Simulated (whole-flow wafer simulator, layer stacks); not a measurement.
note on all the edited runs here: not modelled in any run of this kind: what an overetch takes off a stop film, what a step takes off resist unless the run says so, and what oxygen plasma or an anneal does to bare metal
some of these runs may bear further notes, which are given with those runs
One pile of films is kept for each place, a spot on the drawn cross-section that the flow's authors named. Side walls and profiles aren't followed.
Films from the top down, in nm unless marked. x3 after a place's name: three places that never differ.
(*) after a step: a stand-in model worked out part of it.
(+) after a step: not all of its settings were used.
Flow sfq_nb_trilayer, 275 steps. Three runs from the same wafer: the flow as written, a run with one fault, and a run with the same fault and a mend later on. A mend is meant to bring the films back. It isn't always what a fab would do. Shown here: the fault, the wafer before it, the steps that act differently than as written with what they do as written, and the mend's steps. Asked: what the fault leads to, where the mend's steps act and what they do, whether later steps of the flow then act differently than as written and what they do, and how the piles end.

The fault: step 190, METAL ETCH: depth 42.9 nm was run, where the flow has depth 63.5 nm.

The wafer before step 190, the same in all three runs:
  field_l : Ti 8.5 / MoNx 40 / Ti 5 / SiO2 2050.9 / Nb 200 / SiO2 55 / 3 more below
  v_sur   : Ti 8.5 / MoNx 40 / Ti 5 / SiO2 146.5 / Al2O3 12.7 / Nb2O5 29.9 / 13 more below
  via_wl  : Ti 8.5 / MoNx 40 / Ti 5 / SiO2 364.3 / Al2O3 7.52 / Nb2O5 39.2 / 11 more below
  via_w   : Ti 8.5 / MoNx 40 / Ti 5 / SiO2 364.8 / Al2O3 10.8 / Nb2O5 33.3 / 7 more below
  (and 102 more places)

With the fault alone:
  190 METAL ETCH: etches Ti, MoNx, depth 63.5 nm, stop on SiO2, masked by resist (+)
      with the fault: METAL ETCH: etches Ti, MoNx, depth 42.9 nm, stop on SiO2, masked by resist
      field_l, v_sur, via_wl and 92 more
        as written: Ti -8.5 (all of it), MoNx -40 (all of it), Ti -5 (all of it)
        with the fault: Ti -8.5 (all of it), MoNx -34.4
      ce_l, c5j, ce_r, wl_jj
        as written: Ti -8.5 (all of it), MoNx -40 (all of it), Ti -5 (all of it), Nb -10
        with the fault: Ti -8.5 (all of it), MoNx -34.4
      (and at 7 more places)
  Later steps of the flow that act differently than as written (11 more steps differ only slightly, by at most 2% or 0.5 nm, whichever is larger, and aren't shown):
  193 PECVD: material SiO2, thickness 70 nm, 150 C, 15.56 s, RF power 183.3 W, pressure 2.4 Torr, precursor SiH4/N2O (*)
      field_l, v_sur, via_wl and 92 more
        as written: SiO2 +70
        with the fault: SiO2 +70 (new film)
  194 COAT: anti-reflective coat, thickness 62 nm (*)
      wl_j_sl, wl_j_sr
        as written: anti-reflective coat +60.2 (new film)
        with the fault: anti-reflective coat +62 (new film)
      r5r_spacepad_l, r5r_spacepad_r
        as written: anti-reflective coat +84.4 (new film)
        with the fault: anti-reflective coat +79.8 (new film)
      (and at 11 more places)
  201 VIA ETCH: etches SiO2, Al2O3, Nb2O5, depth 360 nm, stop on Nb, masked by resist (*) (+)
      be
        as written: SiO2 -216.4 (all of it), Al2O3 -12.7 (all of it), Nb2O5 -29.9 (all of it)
        with the fault: SiO2 -69.8 (all of it), MoNx -5.6 (all of it), Ti -5 (all of it), SiO2 -146.5 (all of it), Al2O3 -12.7 (all of it), Nb2O5 -29.9 (all of it)
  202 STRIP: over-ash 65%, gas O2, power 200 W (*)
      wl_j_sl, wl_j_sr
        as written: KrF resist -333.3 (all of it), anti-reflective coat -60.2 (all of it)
        with the fault: KrF resist -333.2 (all of it), anti-reflective coat -62 (all of it)
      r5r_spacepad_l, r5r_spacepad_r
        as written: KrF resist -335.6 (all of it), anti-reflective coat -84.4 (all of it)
        with the fault: KrF resist -335.2 (all of it), anti-reflective coat -79.8 (all of it)
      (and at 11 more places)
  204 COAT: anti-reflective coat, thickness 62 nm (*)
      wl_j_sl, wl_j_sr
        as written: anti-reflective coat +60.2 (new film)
        with the fault: anti-reflective coat +62 (new film)
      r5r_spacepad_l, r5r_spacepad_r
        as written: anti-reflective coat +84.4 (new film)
        with the fault: anti-reflective coat +79.8 (new film)
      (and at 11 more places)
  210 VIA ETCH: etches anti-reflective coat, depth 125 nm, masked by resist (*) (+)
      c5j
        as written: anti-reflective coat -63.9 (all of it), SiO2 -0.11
        with the fault: anti-reflective coat -61.3 (all of it), SiO2 -0.13
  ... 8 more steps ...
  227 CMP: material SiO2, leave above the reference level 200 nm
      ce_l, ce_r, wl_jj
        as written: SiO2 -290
        with the fault: SiO2 -300
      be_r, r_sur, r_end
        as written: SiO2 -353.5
        with the fault: SiO2 -342.9
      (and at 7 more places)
  At the end the piles differ from the flow's by more than 2% or 0.5 nm, whichever is larger, at field_l, v_sur, via_wl and 100 more.
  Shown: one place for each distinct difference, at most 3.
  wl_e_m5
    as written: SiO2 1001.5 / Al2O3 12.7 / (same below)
    with the fault: SiO2 855 / MoNx 5.6 / Ti 5 / SiO2 146.5 / Al2O3 12.7 / (same below)
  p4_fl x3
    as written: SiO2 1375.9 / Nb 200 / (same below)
    with the fault: SiO2 855 / MoNx 5.6 / Ti 5 / SiO2 520.9 / Nb 200 / (same below)
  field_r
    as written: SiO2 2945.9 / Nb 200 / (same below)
    with the fault: SiO2 855 / MoNx 5.6 / Ti 5 / SiO2 2090.9 / Nb 200 / (same below)

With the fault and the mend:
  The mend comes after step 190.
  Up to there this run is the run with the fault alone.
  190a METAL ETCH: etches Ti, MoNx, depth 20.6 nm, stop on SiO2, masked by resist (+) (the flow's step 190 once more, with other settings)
      field_l, v_sur, via_wl and 92 more
        MoNx -5.6 (all of it), Ti -5 (all of it)
      be_r, r_sur, res, r_end, r5r_line_l, r5r_line_c, r5r_line_r
        KrF resist -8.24
      ce_l, c5j, ce_r, wl_jj
        MoNx -5.6 (all of it), Ti -5 (all of it), Nb -10
  No later step of the flow acts differently than as written at any place that is followed.
  At the end the piles are the same as the flow's at every place that both follow.
